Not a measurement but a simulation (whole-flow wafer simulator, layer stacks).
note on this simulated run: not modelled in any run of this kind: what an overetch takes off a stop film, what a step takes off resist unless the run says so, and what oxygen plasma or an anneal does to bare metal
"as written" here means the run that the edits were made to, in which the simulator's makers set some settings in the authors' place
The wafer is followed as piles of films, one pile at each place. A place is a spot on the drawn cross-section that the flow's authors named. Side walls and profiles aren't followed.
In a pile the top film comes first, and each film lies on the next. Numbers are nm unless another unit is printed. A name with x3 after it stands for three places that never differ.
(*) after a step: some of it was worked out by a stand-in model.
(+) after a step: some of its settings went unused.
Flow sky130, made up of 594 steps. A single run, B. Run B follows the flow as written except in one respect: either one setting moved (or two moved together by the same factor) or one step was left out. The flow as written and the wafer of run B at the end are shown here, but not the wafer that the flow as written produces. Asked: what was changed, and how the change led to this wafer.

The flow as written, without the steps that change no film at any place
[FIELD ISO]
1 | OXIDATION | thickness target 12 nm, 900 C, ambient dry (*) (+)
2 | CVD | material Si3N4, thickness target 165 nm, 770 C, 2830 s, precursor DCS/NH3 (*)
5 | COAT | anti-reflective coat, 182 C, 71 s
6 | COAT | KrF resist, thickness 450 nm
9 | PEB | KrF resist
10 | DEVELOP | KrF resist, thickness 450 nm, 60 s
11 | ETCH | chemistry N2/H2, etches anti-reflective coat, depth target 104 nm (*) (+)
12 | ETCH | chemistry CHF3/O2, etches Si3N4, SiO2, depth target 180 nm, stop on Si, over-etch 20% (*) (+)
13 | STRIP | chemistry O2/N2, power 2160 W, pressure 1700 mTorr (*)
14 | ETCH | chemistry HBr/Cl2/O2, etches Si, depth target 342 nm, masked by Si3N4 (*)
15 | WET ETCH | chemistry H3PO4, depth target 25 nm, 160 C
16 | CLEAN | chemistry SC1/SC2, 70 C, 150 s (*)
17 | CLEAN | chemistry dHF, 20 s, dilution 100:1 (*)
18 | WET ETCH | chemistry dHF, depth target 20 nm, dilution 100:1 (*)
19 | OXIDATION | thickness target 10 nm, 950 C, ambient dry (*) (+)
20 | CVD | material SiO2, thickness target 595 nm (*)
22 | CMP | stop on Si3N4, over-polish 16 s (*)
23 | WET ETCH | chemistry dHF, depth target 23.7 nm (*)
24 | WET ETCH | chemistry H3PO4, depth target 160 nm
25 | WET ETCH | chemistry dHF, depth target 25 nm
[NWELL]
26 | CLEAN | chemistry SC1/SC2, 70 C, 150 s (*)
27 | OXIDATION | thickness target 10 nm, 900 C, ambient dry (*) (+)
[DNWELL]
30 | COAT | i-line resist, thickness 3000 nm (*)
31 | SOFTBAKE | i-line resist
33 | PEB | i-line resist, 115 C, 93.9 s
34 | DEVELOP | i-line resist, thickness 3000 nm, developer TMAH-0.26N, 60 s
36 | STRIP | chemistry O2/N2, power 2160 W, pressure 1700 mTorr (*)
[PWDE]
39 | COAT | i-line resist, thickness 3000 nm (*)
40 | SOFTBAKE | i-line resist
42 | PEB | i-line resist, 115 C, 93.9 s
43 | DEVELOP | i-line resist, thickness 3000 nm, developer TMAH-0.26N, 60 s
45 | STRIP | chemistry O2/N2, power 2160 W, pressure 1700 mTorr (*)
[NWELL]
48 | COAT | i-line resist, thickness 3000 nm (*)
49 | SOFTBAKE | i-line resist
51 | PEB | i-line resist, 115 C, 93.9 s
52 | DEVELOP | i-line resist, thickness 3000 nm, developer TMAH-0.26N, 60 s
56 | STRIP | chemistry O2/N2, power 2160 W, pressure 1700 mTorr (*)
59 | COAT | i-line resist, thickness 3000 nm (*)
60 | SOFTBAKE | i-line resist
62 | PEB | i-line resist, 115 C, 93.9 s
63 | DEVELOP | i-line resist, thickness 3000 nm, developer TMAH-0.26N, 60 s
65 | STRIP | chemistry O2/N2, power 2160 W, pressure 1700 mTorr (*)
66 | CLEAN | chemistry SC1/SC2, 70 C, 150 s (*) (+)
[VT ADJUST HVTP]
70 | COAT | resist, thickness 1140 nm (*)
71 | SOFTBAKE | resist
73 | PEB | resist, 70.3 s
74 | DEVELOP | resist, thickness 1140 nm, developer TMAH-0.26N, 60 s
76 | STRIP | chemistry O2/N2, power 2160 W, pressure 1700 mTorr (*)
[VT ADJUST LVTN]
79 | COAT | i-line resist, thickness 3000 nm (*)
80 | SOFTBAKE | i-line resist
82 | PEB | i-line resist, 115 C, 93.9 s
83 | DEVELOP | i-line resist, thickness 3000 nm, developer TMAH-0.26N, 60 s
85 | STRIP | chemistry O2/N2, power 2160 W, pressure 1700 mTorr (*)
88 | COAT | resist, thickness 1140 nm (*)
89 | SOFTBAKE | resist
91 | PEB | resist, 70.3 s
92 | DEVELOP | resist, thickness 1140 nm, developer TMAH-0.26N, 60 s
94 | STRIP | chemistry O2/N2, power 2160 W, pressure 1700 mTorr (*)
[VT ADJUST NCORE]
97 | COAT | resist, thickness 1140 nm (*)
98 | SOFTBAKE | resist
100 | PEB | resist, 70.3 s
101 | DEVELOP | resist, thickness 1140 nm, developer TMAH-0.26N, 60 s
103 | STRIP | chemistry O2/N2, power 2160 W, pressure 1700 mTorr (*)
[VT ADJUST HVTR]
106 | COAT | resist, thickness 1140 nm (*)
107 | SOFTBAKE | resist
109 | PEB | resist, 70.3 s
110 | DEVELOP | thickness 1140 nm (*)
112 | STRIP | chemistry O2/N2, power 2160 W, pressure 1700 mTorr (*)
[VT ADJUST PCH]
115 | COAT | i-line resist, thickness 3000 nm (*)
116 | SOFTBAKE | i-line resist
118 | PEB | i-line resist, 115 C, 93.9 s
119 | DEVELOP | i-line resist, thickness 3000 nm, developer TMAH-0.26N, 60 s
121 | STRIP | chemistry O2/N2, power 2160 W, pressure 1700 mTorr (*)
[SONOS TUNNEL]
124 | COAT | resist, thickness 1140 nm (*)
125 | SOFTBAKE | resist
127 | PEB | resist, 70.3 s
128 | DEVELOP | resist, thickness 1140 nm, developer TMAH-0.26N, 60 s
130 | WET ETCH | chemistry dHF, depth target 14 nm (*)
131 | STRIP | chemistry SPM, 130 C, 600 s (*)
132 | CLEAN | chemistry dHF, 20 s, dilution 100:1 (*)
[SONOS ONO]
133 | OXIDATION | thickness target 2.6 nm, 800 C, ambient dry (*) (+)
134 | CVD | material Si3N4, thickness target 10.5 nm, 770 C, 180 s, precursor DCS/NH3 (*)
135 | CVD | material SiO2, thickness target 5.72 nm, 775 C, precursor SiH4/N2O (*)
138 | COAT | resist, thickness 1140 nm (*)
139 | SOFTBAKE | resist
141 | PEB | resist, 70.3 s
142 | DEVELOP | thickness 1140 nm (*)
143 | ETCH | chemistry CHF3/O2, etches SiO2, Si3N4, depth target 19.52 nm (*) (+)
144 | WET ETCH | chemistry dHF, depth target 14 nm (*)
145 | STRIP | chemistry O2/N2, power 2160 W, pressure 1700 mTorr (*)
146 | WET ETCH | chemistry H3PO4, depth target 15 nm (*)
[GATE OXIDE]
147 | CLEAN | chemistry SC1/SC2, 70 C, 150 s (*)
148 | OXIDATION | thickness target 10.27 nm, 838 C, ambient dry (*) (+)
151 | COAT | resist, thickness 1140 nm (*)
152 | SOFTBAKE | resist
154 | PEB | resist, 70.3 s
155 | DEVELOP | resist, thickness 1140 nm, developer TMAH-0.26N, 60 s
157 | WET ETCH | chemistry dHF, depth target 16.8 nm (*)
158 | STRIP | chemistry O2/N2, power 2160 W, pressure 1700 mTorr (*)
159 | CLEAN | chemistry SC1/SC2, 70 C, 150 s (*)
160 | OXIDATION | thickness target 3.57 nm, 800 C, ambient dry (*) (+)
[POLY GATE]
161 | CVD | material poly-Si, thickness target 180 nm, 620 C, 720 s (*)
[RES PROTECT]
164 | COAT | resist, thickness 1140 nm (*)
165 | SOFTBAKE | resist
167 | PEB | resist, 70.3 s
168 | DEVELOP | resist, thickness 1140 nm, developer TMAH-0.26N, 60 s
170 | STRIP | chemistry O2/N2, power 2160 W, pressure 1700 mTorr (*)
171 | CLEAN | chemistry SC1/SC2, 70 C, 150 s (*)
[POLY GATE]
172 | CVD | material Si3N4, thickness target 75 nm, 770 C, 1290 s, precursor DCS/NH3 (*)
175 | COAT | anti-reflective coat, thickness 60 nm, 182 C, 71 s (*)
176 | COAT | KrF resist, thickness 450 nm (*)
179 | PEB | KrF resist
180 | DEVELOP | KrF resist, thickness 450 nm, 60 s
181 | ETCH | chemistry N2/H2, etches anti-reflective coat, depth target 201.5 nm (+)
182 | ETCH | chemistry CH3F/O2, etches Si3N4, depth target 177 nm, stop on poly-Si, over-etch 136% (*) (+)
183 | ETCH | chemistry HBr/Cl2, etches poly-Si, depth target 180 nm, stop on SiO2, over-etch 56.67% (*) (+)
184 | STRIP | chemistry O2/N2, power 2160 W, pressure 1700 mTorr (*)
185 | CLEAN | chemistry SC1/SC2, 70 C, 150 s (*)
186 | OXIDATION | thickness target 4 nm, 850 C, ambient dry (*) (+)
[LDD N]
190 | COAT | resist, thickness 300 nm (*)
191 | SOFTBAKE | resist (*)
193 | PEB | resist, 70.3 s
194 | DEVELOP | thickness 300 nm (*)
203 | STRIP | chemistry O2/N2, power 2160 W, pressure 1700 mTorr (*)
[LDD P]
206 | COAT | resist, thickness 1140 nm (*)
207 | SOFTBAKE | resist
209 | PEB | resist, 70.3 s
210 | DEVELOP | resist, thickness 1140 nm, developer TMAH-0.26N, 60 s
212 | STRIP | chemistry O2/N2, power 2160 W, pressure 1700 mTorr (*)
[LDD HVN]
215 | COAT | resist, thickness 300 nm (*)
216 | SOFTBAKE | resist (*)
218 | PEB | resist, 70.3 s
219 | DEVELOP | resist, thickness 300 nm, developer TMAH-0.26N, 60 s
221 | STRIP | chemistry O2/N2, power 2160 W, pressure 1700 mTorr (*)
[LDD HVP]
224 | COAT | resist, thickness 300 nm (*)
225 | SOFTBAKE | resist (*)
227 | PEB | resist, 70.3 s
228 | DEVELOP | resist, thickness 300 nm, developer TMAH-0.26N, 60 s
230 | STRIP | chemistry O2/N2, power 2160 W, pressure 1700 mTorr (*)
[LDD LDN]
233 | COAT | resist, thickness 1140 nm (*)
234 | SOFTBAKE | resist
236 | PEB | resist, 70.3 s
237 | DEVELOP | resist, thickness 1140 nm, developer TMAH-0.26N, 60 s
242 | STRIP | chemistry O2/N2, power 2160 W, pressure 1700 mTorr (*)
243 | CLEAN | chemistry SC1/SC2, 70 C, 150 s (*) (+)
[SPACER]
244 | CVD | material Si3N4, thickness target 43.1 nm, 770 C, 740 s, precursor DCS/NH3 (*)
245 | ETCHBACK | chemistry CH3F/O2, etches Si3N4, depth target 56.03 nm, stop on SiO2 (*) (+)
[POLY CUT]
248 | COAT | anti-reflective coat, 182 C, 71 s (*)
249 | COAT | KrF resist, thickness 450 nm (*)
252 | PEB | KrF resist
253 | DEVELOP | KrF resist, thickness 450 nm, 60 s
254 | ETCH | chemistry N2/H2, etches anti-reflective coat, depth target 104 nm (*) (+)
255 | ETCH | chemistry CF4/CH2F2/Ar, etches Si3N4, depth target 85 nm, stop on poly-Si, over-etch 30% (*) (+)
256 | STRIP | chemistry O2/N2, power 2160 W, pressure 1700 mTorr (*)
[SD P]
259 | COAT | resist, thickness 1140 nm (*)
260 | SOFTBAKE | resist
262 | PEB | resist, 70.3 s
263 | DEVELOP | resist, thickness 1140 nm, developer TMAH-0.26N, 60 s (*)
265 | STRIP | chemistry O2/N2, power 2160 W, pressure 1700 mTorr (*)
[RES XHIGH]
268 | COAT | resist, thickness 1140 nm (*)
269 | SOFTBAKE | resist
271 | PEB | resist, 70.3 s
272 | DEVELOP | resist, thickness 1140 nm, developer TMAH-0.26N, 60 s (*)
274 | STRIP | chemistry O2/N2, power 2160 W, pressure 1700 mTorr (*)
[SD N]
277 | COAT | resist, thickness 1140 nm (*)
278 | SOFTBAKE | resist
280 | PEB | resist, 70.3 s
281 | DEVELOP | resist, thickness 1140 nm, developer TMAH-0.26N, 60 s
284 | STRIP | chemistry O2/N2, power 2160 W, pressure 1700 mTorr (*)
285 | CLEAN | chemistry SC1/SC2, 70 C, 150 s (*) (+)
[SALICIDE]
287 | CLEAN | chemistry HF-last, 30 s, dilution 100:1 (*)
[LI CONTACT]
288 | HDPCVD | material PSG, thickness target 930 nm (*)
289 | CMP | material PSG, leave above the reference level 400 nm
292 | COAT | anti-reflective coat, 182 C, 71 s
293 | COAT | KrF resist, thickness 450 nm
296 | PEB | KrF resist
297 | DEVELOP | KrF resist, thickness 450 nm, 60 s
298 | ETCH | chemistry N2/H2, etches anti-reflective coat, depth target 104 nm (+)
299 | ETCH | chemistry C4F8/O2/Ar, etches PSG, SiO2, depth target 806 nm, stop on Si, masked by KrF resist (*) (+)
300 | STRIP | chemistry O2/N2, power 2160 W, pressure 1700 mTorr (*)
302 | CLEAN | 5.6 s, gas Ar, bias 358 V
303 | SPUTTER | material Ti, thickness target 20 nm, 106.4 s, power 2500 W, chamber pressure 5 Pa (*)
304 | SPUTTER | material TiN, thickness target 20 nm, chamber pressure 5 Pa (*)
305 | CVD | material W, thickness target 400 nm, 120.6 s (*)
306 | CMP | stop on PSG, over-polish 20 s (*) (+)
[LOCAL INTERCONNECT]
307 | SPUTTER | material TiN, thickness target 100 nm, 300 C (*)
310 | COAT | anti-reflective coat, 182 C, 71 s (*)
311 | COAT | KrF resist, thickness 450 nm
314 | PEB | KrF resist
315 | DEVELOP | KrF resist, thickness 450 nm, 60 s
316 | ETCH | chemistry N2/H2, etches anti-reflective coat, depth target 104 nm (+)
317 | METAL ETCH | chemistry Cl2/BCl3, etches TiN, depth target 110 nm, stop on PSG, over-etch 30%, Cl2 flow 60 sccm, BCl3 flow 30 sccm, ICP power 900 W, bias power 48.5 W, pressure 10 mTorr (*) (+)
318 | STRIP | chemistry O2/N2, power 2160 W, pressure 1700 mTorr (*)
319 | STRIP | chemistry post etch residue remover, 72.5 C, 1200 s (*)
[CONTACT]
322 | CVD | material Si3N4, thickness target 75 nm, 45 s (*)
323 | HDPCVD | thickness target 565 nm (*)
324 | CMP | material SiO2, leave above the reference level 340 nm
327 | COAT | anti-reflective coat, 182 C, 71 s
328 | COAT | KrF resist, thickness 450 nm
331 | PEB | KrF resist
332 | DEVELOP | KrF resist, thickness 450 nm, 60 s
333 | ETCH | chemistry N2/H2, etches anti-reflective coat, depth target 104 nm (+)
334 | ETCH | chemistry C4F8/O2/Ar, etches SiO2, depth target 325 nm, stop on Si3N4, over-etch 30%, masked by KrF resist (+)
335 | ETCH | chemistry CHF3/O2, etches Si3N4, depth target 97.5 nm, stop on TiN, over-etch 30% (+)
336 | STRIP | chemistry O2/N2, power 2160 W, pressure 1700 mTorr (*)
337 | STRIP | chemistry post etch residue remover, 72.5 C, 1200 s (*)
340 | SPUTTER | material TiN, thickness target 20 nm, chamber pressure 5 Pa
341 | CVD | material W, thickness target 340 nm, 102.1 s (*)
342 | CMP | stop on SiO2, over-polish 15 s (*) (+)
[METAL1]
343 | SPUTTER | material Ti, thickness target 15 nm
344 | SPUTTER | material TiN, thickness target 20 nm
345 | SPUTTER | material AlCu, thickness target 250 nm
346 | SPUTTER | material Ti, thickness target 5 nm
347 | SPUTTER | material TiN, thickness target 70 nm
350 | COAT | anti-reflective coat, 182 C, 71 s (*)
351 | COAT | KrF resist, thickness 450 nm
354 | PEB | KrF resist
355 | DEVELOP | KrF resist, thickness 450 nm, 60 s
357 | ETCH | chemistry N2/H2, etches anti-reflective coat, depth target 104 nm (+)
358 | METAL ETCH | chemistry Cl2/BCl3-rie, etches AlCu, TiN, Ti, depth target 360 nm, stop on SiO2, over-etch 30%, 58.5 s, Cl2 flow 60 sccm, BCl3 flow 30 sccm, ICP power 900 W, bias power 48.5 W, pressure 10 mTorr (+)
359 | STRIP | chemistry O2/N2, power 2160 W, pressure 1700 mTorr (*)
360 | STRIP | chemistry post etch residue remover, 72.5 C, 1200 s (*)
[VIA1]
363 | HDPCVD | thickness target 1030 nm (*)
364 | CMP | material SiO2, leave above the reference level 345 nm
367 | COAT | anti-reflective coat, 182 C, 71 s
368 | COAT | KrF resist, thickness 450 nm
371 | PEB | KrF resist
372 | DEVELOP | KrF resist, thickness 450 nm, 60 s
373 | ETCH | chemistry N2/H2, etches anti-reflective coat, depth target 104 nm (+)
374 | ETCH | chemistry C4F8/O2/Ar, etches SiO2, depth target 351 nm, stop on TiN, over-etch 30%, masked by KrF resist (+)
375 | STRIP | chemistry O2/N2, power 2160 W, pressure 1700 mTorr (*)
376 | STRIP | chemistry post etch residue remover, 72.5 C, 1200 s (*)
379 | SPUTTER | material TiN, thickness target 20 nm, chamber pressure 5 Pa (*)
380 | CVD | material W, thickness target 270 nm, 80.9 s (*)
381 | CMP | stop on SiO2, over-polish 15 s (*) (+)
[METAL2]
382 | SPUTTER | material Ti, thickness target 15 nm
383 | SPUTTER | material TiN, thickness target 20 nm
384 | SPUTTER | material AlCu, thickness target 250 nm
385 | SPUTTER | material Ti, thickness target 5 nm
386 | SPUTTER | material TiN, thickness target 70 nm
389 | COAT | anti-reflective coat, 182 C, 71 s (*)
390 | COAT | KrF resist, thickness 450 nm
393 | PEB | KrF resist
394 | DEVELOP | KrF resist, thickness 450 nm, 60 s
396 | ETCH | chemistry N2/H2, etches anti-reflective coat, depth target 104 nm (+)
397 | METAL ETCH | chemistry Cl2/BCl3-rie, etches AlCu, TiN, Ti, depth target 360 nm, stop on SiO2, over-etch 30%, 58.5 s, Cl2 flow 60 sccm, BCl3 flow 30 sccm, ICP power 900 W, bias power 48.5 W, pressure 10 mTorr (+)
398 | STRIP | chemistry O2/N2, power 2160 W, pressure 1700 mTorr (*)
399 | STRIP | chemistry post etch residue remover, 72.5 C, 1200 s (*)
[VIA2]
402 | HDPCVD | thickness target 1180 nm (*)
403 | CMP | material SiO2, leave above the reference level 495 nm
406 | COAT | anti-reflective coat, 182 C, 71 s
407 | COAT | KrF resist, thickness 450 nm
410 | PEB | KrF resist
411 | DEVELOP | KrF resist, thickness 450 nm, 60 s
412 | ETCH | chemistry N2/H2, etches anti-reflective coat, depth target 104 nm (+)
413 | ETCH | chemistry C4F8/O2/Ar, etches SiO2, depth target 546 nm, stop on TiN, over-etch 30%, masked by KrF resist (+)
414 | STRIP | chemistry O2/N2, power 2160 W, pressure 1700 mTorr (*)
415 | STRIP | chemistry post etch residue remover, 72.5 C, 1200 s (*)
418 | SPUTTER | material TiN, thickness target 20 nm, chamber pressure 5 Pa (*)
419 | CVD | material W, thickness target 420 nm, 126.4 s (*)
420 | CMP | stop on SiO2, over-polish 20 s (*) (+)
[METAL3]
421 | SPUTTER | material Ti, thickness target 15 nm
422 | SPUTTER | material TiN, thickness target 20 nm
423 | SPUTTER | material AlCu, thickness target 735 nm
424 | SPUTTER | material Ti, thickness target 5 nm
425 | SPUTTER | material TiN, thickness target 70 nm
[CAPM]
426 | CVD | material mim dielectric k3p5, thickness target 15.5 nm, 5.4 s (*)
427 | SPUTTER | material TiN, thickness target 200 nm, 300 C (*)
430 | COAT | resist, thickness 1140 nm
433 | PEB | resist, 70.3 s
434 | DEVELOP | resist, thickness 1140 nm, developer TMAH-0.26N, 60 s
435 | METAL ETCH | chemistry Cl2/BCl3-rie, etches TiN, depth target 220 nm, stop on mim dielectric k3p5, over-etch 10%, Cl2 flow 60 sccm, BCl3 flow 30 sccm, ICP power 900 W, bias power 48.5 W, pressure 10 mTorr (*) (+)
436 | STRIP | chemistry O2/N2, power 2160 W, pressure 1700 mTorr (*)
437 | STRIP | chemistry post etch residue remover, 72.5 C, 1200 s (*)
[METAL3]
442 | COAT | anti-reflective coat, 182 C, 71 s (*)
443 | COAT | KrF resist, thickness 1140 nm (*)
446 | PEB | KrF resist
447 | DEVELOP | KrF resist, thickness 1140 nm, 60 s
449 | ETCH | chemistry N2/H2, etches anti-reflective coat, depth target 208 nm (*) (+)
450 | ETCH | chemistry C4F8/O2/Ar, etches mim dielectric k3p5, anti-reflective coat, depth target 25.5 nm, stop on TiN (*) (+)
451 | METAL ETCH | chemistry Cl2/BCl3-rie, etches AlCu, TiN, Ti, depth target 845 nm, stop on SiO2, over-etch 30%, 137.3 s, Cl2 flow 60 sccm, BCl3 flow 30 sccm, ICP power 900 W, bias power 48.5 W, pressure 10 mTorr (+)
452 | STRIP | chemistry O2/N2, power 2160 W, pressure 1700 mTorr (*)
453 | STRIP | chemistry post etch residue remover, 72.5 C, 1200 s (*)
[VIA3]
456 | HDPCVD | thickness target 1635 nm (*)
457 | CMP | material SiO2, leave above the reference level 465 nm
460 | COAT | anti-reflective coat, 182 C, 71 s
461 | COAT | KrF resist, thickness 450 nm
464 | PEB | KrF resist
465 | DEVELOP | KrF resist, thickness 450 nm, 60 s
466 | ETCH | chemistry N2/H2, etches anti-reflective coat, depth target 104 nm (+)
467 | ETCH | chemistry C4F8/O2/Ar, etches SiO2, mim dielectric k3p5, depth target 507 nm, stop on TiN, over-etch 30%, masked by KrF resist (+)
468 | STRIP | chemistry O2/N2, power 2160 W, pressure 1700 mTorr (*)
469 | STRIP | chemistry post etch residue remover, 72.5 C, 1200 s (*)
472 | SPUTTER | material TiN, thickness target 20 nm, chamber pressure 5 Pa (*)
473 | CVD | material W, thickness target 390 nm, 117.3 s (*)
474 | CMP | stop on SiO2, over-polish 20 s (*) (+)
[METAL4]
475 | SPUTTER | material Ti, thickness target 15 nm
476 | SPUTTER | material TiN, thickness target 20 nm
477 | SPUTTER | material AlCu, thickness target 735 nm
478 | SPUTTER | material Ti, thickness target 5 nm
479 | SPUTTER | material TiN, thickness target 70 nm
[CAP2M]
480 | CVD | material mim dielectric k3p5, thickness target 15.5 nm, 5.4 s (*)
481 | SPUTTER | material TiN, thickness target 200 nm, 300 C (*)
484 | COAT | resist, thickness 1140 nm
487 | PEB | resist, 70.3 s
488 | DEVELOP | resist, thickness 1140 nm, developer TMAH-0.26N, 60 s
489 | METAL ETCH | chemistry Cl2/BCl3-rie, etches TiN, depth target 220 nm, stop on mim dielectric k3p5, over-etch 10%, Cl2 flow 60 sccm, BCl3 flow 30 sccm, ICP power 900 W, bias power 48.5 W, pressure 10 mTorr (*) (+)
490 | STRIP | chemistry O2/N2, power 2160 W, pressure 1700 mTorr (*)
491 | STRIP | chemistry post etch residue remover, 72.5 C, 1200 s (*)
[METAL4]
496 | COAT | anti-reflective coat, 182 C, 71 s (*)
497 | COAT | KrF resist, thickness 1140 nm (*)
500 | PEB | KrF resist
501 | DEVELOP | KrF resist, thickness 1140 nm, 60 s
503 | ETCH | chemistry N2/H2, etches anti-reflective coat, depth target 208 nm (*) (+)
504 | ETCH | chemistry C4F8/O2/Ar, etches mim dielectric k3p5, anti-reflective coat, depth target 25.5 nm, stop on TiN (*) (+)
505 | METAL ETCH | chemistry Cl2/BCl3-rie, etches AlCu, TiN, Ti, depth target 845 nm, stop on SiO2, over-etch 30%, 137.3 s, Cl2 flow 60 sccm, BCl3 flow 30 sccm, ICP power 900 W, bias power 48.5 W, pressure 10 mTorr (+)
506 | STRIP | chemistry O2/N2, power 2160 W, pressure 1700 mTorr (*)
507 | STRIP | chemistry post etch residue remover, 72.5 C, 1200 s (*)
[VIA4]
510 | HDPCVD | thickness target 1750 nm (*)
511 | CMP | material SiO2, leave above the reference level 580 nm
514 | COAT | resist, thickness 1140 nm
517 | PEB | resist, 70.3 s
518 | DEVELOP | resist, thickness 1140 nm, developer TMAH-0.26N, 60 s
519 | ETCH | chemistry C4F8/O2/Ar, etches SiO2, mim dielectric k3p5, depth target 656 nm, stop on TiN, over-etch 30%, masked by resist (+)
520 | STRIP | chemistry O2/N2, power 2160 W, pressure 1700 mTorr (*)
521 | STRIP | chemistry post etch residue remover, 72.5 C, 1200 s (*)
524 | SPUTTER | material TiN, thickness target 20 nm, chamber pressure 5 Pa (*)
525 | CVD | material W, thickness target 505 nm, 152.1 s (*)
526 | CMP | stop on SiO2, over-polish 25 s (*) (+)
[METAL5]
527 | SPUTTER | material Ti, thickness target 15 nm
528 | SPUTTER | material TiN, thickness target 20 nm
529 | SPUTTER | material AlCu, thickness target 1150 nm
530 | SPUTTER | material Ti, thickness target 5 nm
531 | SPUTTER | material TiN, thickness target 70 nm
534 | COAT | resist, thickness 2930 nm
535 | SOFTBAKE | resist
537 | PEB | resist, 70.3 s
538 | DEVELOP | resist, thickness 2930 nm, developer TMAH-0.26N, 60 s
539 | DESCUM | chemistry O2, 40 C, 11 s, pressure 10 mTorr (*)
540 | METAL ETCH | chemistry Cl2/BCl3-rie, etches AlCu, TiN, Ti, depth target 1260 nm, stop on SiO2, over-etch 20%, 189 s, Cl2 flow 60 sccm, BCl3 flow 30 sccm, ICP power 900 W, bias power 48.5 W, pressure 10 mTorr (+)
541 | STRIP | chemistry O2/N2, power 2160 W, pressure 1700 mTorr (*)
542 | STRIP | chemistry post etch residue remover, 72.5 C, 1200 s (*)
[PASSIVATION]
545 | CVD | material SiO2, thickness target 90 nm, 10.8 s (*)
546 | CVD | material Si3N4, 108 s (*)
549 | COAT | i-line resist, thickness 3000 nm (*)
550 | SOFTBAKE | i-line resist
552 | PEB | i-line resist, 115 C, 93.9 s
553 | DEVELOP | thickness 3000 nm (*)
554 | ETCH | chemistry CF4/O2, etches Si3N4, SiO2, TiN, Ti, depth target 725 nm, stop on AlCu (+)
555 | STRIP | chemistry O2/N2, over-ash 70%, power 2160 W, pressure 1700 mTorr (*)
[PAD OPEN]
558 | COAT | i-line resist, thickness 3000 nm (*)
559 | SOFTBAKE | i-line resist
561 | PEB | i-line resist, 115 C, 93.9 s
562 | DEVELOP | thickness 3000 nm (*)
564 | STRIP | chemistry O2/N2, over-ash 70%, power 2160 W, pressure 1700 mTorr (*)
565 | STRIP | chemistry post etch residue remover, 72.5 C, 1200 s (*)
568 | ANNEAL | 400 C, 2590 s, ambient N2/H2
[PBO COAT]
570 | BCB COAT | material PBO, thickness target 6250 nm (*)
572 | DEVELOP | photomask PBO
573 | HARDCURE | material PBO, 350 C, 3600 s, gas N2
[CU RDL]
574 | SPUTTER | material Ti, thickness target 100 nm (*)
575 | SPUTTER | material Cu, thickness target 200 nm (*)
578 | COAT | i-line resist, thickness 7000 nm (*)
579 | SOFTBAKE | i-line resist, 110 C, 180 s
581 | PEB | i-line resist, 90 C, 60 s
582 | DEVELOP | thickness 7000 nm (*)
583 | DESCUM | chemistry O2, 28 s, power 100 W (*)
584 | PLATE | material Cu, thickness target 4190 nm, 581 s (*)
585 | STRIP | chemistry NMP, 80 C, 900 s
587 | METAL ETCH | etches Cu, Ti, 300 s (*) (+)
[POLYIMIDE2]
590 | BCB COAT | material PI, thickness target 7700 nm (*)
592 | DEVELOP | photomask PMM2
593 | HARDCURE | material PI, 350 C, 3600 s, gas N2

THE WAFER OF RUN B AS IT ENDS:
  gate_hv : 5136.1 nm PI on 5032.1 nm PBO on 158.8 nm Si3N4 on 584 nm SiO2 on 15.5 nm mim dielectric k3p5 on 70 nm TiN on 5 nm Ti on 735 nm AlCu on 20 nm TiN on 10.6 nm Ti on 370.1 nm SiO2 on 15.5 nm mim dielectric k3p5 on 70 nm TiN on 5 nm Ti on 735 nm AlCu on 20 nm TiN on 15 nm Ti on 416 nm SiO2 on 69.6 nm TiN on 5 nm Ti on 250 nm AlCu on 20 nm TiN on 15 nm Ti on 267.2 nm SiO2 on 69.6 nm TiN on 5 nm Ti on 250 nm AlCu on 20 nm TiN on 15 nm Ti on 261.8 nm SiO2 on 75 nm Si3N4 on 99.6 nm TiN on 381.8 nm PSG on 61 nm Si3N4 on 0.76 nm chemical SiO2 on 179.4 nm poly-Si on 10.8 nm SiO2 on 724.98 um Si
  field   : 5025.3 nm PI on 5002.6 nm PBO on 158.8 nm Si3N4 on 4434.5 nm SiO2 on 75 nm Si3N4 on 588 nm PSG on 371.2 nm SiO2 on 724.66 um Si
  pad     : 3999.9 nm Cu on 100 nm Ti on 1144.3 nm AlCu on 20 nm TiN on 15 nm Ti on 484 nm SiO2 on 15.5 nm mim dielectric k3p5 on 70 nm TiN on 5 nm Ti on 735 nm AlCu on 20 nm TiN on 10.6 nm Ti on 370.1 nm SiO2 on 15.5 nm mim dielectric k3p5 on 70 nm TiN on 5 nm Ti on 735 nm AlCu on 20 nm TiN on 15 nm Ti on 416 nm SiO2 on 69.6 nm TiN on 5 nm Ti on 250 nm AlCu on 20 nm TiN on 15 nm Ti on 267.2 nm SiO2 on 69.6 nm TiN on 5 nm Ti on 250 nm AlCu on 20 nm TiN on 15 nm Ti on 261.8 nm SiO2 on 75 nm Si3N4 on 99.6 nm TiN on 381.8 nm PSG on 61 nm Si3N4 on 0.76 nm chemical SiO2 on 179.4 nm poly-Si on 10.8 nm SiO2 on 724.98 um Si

Cause: step 475, SPUTTER: thickness target 10.6 nm was run, while the flow as written has thickness target 15 nm.
The wafer itself shows it: gate_hv has Ti 10.6, and step 475 as written asks for 15 nm.

The path from the change to this, step by step:
  475 | SPUTTER | material Ti, thickness target 15 nm
      field, active, n_well and 189 more: +10.6 Ti (new film) (it would be, as written: +15 Ti (new film))
  505 | METAL ETCH | chemistry Cl2/BCl3-rie, etches AlCu, TiN, Ti, depth target 845 nm, stop on SiO2, over-etch 30%, 137.3 s, Cl2 flow 60 sccm, BCl3 flow 30 sccm, ICP power 900 W, bias power 48.5 W, pressure 10 mTorr (+)
      field, gate, spacer and 68 more: -70 TiN (all of it), -5 Ti (all of it), -735 AlCu (all of it), -20 TiN (all of it), -10.6 Ti (all of it), -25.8 SiO2 (it would be, as written: -70 TiN (all of it), -5 Ti (all of it), -735 AlCu (all of it), -20 TiN (all of it), -15 Ti (all of it), -25.4 SiO2)
      active, vpp_iso1, mim_edge_plate and 14 more: -70 TiN (all of it), -5 Ti (all of it), -735 AlCu (all of it), -20 TiN (all of it), -10.6 Ti (all of it), -25.8 SiO2 (it would be, as written: -70 TiN (all of it), -5 Ti (all of it), -735 AlCu (all of it), -20 TiN (all of it), -15 Ti (all of it), -25.3 SiO2)
